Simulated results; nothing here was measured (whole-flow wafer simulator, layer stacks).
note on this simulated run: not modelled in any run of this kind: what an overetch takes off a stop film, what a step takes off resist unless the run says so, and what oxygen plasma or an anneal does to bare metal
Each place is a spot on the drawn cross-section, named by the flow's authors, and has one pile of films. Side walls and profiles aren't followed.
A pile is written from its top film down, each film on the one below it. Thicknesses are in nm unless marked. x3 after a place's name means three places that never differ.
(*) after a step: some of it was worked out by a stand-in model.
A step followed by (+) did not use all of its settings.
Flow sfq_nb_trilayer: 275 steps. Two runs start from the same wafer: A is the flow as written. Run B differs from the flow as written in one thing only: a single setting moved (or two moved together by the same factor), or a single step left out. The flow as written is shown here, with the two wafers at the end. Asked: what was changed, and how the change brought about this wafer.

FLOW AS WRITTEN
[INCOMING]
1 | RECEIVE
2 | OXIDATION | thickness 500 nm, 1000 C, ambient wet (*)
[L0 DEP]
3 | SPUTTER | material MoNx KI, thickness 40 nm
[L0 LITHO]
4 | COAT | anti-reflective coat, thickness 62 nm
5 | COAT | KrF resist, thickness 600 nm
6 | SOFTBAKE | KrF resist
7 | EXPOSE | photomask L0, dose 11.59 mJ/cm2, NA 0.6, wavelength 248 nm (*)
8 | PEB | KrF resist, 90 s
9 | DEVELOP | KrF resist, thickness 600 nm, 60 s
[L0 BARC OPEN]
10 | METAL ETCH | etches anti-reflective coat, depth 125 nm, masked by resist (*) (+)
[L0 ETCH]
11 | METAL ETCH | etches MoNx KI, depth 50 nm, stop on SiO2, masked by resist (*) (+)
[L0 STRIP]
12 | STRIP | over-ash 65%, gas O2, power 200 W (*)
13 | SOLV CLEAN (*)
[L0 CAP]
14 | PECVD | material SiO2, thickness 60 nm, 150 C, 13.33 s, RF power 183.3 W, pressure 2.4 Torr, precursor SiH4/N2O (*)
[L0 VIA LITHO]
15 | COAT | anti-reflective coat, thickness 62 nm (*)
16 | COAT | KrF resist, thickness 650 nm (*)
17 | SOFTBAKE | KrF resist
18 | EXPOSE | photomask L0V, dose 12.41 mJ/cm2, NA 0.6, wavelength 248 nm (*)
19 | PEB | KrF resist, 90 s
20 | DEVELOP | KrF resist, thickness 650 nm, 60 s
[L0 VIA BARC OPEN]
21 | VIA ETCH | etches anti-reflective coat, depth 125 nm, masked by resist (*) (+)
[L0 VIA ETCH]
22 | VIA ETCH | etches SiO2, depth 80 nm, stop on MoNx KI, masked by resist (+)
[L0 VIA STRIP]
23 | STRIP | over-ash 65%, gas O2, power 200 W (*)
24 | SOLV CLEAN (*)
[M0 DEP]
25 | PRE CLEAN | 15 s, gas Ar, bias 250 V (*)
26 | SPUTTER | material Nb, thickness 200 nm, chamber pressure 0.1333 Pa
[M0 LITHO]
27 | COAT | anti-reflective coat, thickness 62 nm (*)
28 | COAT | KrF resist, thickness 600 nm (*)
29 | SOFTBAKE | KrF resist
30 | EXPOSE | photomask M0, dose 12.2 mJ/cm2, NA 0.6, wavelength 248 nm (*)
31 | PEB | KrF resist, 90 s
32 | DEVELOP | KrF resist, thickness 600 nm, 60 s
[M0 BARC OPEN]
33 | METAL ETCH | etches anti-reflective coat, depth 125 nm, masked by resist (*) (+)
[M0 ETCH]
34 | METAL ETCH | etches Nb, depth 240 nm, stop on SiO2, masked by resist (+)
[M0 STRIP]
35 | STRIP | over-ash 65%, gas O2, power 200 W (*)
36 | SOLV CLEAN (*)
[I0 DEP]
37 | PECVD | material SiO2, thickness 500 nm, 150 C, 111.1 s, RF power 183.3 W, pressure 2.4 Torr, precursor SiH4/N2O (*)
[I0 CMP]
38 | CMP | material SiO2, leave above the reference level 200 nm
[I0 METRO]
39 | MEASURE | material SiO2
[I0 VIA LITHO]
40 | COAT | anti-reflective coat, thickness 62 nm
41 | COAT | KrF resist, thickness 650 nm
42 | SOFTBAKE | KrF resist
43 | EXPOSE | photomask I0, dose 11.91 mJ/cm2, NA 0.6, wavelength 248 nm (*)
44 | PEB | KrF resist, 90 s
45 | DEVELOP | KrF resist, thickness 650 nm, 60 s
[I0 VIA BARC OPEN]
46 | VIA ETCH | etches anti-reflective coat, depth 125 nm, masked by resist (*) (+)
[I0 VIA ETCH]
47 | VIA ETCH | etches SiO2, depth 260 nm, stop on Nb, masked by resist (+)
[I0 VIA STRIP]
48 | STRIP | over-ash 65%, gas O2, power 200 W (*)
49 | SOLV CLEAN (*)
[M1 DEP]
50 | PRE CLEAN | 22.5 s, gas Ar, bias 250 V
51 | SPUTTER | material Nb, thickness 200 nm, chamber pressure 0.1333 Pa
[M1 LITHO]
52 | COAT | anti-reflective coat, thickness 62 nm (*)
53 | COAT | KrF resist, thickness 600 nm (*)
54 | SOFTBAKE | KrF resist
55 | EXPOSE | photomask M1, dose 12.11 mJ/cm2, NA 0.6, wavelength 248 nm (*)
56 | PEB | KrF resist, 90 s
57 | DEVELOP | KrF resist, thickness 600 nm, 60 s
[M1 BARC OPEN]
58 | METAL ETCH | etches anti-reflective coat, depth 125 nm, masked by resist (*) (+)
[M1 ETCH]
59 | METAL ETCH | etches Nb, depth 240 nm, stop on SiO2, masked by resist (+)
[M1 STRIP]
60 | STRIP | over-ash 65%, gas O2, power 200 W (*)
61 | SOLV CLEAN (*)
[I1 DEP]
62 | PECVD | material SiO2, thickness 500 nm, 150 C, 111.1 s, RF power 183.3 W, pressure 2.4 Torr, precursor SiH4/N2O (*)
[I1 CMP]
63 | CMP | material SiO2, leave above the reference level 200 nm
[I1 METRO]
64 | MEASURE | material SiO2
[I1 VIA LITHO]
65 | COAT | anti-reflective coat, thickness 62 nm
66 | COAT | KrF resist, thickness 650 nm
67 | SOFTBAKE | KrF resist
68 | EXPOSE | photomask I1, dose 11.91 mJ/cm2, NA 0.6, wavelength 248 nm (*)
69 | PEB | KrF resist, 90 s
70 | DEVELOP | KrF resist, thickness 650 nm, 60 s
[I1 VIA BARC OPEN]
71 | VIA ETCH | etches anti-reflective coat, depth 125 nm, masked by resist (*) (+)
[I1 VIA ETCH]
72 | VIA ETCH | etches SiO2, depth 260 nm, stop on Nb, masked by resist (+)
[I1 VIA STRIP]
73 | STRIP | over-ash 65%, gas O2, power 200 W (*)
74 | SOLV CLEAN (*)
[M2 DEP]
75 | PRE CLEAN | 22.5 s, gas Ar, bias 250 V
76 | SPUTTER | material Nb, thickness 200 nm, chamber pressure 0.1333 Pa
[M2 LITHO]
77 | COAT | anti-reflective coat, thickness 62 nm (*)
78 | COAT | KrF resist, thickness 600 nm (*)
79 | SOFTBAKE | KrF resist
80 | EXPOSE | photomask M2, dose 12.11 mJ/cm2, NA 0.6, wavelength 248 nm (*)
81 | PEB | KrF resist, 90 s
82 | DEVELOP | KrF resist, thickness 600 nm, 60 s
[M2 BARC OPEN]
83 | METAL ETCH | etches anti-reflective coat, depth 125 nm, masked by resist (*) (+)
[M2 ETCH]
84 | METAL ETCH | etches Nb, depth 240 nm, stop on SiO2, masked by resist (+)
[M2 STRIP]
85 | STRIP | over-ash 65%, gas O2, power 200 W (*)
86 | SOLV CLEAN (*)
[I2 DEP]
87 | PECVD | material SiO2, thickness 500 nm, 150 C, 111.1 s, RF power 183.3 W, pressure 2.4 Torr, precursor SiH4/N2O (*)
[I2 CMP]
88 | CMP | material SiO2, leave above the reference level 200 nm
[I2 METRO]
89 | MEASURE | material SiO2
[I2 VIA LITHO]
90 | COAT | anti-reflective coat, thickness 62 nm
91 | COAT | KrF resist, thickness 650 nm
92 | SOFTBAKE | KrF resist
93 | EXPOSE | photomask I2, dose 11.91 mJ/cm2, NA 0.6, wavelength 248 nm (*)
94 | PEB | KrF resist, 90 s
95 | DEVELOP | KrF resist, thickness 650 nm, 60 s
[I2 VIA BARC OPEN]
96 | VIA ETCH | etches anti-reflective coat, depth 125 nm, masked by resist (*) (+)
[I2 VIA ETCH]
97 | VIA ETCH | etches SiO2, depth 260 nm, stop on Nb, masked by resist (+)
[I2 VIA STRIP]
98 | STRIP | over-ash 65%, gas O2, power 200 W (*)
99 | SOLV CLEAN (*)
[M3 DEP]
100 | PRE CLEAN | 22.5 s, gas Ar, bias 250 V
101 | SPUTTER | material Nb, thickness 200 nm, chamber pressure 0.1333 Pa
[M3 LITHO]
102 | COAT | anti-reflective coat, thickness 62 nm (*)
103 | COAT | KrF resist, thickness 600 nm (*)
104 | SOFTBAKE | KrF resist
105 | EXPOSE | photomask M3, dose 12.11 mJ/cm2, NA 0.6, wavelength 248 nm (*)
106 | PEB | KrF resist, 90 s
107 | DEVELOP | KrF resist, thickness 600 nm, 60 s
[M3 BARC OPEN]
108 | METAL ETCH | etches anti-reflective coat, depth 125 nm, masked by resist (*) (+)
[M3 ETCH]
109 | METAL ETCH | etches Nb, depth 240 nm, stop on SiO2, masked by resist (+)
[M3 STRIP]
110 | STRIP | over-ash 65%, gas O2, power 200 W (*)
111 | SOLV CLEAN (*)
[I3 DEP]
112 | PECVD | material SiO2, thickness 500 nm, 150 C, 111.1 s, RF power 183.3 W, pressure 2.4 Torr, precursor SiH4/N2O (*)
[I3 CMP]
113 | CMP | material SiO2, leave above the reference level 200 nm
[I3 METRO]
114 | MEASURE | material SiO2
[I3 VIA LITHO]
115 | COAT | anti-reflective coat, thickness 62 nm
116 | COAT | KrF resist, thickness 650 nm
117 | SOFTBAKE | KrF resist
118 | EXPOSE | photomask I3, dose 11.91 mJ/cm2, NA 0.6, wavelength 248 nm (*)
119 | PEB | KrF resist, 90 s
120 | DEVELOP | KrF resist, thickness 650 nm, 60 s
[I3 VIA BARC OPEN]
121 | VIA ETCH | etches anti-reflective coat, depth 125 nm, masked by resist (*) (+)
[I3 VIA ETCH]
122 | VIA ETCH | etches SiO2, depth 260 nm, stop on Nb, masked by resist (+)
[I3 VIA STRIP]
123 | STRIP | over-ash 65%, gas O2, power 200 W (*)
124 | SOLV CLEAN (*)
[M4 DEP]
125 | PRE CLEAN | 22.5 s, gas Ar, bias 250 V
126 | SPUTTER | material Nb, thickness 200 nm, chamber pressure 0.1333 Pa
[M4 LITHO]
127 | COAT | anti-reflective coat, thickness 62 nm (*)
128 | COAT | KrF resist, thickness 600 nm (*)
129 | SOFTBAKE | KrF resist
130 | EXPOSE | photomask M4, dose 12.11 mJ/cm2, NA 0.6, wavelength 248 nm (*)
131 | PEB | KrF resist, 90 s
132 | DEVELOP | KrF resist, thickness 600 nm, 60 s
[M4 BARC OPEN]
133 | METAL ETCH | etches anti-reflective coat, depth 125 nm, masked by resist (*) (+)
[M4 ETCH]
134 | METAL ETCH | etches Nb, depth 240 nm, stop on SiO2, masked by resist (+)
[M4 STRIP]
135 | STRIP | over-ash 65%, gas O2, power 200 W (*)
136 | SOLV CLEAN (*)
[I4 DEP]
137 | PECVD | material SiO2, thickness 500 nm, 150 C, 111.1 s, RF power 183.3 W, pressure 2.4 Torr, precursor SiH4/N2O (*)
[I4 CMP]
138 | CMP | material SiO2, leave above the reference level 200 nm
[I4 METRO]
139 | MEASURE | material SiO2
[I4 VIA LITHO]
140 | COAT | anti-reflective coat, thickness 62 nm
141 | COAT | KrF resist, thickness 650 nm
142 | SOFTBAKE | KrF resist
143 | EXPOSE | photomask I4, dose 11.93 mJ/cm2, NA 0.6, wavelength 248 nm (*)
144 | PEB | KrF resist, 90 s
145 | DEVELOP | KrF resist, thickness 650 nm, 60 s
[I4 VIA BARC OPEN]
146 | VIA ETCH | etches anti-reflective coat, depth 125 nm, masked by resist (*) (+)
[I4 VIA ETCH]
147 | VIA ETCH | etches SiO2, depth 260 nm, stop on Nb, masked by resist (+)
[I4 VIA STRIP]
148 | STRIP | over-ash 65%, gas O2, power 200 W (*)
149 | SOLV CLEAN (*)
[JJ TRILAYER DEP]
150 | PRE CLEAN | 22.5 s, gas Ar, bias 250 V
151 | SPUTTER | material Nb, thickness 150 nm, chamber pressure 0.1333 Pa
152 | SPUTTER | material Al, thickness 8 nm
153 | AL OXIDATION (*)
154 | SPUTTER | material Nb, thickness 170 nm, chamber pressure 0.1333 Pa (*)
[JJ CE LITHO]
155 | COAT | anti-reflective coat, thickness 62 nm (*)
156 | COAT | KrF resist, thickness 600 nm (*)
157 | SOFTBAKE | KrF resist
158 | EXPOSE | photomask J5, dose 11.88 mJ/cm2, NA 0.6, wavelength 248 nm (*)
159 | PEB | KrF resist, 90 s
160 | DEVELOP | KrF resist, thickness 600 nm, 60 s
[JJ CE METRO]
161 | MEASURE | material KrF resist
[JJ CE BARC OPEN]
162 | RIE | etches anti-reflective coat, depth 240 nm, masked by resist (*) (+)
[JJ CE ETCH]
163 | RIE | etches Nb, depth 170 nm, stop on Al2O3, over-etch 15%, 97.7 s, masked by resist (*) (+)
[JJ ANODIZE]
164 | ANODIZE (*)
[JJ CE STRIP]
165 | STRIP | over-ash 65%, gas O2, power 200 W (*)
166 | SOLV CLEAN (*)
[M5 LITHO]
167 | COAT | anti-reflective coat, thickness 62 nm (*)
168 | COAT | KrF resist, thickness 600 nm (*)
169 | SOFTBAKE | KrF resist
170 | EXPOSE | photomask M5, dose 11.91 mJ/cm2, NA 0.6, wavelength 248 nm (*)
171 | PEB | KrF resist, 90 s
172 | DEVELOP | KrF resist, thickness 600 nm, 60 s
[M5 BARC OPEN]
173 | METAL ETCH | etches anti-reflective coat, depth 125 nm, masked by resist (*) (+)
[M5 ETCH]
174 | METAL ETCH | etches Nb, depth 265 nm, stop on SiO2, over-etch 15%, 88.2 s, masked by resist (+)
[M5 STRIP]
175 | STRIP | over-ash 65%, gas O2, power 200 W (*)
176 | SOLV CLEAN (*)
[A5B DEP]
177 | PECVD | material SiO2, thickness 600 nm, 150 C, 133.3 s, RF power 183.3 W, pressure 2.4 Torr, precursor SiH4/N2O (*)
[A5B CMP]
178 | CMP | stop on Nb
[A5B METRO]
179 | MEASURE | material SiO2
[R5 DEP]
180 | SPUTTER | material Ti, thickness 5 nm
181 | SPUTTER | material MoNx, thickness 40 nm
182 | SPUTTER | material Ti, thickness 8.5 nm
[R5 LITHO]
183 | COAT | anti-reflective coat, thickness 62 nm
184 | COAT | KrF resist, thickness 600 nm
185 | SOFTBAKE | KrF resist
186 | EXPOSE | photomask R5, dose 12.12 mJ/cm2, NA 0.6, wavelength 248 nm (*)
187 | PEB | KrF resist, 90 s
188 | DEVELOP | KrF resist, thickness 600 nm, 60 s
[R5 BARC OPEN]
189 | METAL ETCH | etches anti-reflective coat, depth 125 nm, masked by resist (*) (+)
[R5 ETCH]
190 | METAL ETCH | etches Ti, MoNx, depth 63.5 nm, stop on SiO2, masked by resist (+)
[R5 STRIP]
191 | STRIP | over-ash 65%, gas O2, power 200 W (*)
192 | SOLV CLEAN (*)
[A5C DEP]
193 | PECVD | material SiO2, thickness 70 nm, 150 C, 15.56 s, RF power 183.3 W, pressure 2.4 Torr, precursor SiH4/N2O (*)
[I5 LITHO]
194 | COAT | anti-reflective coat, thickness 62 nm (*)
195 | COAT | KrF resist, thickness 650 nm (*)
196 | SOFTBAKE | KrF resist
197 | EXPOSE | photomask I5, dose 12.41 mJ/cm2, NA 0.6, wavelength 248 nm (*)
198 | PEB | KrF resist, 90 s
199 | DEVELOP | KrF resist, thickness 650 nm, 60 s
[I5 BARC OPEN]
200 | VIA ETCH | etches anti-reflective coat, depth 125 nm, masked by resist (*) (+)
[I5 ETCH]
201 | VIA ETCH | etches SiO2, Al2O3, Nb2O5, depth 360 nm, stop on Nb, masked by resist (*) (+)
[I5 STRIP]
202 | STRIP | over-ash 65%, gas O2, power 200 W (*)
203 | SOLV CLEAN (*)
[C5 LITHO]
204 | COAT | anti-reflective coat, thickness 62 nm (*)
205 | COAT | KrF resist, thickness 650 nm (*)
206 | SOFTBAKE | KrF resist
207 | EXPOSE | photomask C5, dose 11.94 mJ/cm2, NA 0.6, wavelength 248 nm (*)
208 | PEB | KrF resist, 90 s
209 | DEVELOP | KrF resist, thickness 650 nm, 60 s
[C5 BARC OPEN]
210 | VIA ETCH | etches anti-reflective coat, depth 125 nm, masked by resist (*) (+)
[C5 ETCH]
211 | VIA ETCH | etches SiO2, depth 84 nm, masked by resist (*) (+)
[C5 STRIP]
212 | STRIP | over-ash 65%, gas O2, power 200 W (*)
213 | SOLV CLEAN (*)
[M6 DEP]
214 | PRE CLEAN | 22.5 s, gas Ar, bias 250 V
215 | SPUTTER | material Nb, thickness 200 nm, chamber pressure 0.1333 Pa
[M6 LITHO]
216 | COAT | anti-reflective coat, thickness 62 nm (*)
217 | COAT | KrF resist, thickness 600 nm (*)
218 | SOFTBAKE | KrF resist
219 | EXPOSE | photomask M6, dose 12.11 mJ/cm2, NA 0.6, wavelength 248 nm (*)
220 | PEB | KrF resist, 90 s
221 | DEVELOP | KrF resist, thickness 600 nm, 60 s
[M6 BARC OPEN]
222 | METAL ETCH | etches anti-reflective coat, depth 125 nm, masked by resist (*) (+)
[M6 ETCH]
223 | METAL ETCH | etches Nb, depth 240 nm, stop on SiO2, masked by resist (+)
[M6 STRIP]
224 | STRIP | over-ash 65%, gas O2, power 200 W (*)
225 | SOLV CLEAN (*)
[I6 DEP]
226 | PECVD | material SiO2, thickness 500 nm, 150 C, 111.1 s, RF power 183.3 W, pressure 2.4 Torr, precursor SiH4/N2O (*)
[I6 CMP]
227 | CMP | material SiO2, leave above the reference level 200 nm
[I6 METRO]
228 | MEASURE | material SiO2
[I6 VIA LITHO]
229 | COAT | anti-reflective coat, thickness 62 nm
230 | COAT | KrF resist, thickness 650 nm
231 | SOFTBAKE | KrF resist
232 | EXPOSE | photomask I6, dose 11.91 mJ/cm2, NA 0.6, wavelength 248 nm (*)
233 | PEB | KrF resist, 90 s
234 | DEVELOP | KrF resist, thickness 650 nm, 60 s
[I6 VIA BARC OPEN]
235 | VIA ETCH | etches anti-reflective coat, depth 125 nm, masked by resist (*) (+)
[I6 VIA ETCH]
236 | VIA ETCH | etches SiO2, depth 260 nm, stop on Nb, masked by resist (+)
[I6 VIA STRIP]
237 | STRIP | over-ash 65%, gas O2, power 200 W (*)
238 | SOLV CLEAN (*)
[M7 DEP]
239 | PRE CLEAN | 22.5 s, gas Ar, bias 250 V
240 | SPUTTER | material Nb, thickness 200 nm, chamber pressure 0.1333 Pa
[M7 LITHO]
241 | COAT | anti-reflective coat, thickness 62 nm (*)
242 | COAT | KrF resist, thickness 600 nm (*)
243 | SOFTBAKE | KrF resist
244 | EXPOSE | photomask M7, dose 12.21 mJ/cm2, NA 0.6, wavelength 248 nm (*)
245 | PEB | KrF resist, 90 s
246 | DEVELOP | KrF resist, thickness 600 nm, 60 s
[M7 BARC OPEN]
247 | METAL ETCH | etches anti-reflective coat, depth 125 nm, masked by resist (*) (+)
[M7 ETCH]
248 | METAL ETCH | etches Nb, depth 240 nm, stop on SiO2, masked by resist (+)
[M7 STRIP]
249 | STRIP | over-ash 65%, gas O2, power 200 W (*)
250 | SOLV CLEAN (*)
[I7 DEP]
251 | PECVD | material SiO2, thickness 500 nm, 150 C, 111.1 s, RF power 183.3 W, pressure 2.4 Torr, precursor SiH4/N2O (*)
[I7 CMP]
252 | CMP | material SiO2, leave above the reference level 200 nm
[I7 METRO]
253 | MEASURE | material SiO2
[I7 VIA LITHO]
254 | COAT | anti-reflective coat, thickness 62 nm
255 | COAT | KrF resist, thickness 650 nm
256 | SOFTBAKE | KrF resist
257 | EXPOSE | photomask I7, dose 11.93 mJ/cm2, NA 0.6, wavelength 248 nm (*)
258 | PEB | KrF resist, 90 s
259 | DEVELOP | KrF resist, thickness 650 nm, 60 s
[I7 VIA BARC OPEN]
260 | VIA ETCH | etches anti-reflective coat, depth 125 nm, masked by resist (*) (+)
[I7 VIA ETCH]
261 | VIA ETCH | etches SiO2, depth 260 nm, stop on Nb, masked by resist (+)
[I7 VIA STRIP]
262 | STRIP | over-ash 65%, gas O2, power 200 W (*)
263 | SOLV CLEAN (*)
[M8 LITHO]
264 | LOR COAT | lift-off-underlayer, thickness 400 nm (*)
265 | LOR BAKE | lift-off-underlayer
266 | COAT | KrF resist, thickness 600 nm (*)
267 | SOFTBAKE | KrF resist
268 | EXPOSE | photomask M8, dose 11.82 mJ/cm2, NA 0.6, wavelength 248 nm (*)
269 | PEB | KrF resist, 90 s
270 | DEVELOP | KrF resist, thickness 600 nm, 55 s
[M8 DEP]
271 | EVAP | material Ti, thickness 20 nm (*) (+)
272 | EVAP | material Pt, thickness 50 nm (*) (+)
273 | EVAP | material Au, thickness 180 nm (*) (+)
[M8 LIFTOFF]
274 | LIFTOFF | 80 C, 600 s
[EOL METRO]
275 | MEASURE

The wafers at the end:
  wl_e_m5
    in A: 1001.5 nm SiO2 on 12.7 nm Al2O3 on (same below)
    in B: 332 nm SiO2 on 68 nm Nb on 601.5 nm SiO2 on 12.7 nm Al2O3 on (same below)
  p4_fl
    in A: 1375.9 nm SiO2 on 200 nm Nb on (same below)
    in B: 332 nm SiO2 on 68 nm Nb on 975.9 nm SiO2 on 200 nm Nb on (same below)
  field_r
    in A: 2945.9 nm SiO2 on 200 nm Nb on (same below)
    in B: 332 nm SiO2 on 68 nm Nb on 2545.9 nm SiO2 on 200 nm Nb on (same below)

Cause: step 248, METAL ETCH: depth 132 nm was run, while the flow as written has depth 240 nm.

The path from the change to this, step by step:
  248 | METAL ETCH | etches Nb, depth 240 nm, stop on SiO2, masked by resist (+)
      field_l, field_r, lsp_l and 62 more: A -200 Nb (all of it) | B -132 Nb
      v_sur, via_wl, via_w and 38 more: A -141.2 KrF resist | B -77.6 KrF resist
  249 | STRIP | over-ash 65%, gas O2, power 200 W (*)
      wl_j_sl, wl_jj, wl_j_sr and 14 more: A -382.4 KrF resist (all of it), -62 anti-reflective coat (all of it) | B -445.9 KrF resist (all of it), -62 anti-reflective coat (all of it)
      lsp_m, ln_m6, lsp_r: A -381.9 KrF resist (all of it), -61.8 anti-reflective coat (all of it) | B -445.5 KrF resist (all of it), -61.8 anti-reflective coat (all of it)
      (as well as at 21 more places)
  251 | PECVD | material SiO2, thickness 500 nm, 150 C, 111.1 s, RF power 183.3 W, pressure 2.4 Torr, precursor SiH4/N2O (*)
      field_l, p4_fl, p4_fm and 56 more: A +500 SiO2 | B +500 SiO2 (new film)
      field_r, lsp_l: A +477.7 SiO2 | B +485.3 SiO2 (new film)
      (as well as at 4 more places)
  252 | CMP | material SiO2, leave above the reference level 200 nm
      field_l, p4_fl, p4_fm and 56 more: A -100 SiO2 | B -168 SiO2
      field_r, lsp_l: A -77.7 SiO2 | B -153.3 SiO2
      (as well as at 4 more places)
If metal films that touch count as one body, wl_e_m5 has 7 bodies (between them, from the top down: SiO2 601.5 / Al2O3 12.7 / Nb2O5 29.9; SiO2 192.5; SiO2 192.5; SiO2 192.5; SiO2 192.5; SiO2 192.5); the flow as written gives 6 bodies (between them, from the top down: SiO2 192.5; SiO2 192.5; SiO2 192.5; SiO2 192.5; SiO2 192.5).
If metal films that touch count as one body, p4_fl has 3 bodies (between them, from the top down: SiO2 975.9; SiO2 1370); the flow as written gives 2 bodies (between them, from the top down: SiO2 1370).
If metal films that touch count as one body, field_r has 2 bodies (between them, from the top down: SiO2 2545.9); the flow as written gives 1 body.
